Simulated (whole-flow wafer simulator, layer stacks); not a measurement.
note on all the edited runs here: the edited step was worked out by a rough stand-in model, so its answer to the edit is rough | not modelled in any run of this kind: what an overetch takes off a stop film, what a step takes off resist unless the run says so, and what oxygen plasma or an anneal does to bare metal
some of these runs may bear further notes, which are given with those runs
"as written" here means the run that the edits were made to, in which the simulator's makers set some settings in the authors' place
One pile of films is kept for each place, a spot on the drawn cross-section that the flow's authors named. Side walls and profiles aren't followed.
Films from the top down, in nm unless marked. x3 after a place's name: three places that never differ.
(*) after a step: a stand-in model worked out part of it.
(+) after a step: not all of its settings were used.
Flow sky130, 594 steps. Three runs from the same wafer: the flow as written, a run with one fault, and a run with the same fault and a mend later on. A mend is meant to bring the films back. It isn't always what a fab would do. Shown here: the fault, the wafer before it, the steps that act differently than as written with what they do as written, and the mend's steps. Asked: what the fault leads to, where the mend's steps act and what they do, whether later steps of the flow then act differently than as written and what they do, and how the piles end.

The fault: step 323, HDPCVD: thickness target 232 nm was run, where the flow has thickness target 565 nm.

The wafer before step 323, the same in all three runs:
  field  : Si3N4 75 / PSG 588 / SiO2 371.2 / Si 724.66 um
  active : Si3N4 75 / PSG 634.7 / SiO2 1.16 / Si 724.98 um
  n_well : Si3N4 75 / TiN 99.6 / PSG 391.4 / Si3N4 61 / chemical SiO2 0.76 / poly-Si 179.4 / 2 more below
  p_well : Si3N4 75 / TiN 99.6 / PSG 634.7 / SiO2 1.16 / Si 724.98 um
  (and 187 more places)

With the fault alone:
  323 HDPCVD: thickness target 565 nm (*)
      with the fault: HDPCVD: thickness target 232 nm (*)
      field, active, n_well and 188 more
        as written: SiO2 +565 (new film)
        with the fault: SiO2 +232 (new film)
  Later steps of the flow that act differently than as written (27 more steps differ only slightly, by at most 2% or 0.5 nm, whichever is larger, and aren't shown):
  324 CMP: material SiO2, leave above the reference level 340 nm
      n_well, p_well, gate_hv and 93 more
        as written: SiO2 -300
        with the fault: nothing
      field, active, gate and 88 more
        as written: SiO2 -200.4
        with the fault: nothing
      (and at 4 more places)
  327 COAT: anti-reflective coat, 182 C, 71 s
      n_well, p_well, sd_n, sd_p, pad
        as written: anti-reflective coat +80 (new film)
        with the fault: anti-reflective coat +3 (new film)
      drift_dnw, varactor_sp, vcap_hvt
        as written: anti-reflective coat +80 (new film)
        with the fault: anti-reflective coat +65.7 (new film)
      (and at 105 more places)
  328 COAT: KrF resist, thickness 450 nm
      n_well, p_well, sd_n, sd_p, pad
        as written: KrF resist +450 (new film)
        with the fault: KrF resist +434.1 (new film)
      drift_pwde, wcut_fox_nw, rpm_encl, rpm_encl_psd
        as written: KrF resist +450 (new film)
        with the fault: KrF resist +438.9 (new film)
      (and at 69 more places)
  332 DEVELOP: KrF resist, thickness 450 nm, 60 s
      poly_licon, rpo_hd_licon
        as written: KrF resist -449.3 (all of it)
        with the fault: KrF resist -435.9 (all of it)
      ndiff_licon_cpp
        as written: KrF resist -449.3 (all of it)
        with the fault: KrF resist -436.7 (all of it)
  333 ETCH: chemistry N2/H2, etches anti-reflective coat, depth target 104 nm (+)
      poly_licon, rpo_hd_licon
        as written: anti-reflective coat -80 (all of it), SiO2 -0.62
        with the fault: anti-reflective coat -3.73 (all of it), SiO2 -2.57
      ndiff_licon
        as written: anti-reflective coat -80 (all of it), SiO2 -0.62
        with the fault: anti-reflective coat -45.1 (all of it), SiO2 -1.51
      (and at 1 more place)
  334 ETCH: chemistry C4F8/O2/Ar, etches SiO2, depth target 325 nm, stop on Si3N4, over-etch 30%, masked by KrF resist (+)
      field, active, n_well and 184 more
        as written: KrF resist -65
        with the fault: KrF resist -59.9
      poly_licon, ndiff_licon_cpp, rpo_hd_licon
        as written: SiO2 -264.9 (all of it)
        with the fault: SiO2 -229.4 (all of it)
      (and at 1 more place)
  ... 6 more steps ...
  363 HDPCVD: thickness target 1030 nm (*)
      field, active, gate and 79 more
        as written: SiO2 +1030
        with the fault: SiO2 +1030 (new film)
  At the end the piles differ from the flow's by more than 2% or 0.5 nm, whichever is larger, at field, active, n_well and 188 more.
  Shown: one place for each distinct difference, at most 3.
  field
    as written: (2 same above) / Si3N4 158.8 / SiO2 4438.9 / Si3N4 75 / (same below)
    with the fault: (2 same above) / Si3N4 158.8 / SiO2 4085.6 / W 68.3 / TiN 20 / SiO2 232 / Si3N4 75 / (same below)
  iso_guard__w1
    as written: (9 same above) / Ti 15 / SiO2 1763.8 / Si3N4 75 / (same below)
    with the fault: (9 same above) / Ti 15 / SiO2 1410.5 / W 68.3 / TiN 20 / SiO2 232 / Si3N4 75 / (same below)
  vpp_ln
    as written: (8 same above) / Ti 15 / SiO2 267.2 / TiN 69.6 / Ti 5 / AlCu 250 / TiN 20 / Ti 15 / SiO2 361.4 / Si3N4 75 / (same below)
    with the fault: (8 same above) / Ti 15 / SiO2 267.8 / TiN 69.6 / Ti 5 / AlCu 250 / TiN 20 / Ti 15 / W 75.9 / TiN 20 / SiO2 232 / Si3N4 75 / (same below)

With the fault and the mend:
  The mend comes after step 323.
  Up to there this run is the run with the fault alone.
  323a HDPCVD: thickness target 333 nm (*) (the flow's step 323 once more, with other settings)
      field, active, n_well and 188 more
        SiO2 +333
  No later step of the flow acts differently than as written at any place that is followed.
  At the end the piles are the same as the flow's at every place that both follow.
